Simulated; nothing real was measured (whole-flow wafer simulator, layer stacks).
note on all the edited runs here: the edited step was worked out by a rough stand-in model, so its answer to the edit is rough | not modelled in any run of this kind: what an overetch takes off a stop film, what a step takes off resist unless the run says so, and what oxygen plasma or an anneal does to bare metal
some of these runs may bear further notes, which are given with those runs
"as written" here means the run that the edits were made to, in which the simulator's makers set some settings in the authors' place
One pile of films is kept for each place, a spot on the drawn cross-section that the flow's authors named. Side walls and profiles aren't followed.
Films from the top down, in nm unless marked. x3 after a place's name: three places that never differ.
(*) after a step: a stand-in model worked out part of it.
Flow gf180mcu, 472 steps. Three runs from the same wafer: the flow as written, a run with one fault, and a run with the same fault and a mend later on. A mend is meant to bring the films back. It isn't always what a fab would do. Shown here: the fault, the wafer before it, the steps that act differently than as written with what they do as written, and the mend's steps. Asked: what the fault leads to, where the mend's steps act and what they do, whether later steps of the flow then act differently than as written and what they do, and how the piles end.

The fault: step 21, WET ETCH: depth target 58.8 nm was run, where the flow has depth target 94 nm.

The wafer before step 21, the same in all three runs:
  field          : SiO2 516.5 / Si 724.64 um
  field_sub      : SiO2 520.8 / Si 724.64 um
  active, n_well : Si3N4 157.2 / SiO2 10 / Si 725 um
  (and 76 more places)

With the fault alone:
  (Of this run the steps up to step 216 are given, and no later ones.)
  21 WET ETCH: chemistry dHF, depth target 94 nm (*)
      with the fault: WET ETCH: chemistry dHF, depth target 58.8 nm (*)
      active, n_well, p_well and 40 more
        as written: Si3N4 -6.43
        with the fault: Si3N4 -4.05
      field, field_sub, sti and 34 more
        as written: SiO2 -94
        with the fault: SiO2 -58.8
  Later steps of the flow that act differently than as written (32 more steps differ only slightly, by at most 2% or 0.5 nm, whichever is larger, and aren't shown):
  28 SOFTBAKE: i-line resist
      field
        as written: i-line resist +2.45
        with the fault: i-line resist +5
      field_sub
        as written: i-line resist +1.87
        with the fault: i-line resist +3.82
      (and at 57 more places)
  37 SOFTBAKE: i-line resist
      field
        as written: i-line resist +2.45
        with the fault: i-line resist +5
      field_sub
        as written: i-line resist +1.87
        with the fault: i-line resist +3.82
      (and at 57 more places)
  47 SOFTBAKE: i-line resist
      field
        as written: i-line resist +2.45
        with the fault: i-line resist +5
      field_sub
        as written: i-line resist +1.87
        with the fault: i-line resist +3.82
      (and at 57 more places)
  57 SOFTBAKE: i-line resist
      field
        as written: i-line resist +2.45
        with the fault: i-line resist +5
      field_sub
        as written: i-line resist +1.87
        with the fault: i-line resist +3.82
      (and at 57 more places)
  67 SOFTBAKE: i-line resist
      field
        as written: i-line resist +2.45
        with the fault: i-line resist +5
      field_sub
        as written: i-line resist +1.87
        with the fault: i-line resist +3.82
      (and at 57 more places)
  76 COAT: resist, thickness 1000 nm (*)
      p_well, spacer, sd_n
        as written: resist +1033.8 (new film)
        with the fault: resist +1068.1 (new film)
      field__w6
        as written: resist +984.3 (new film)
        with the fault: resist +964.3 (new film)
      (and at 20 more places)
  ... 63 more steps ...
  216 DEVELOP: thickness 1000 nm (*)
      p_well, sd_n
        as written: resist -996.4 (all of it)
        with the fault: resist -1029.1 (all of it)
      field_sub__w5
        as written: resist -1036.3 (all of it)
        with the fault: resist -1013 (all of it)
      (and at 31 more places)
  After step 216 the piles differ from the flow's by more than 2% or 0.5 nm, whichever is larger, at field, field__w1, field__w2 and 72 more.
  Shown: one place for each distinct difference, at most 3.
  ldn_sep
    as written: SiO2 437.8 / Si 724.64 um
    with the fault: SiO2 472.8 / Si 724.64 um
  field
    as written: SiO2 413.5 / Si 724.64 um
    with the fault: SiO2 448.5 / Si 724.64 um
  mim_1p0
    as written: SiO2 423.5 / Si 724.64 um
    with the fault: SiO2 458.6 / Si 724.64 um

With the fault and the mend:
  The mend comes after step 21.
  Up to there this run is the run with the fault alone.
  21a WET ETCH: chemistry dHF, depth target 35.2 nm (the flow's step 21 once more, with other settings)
      field, field_sub, sti and 34 more
        SiO2 -35.2
  No later step of the flow acts differently than as written, at any place that is followed, by more than 2% or 0.5 nm, whichever is larger.
  At the end the piles are the same as the flow's at every place that both follow.
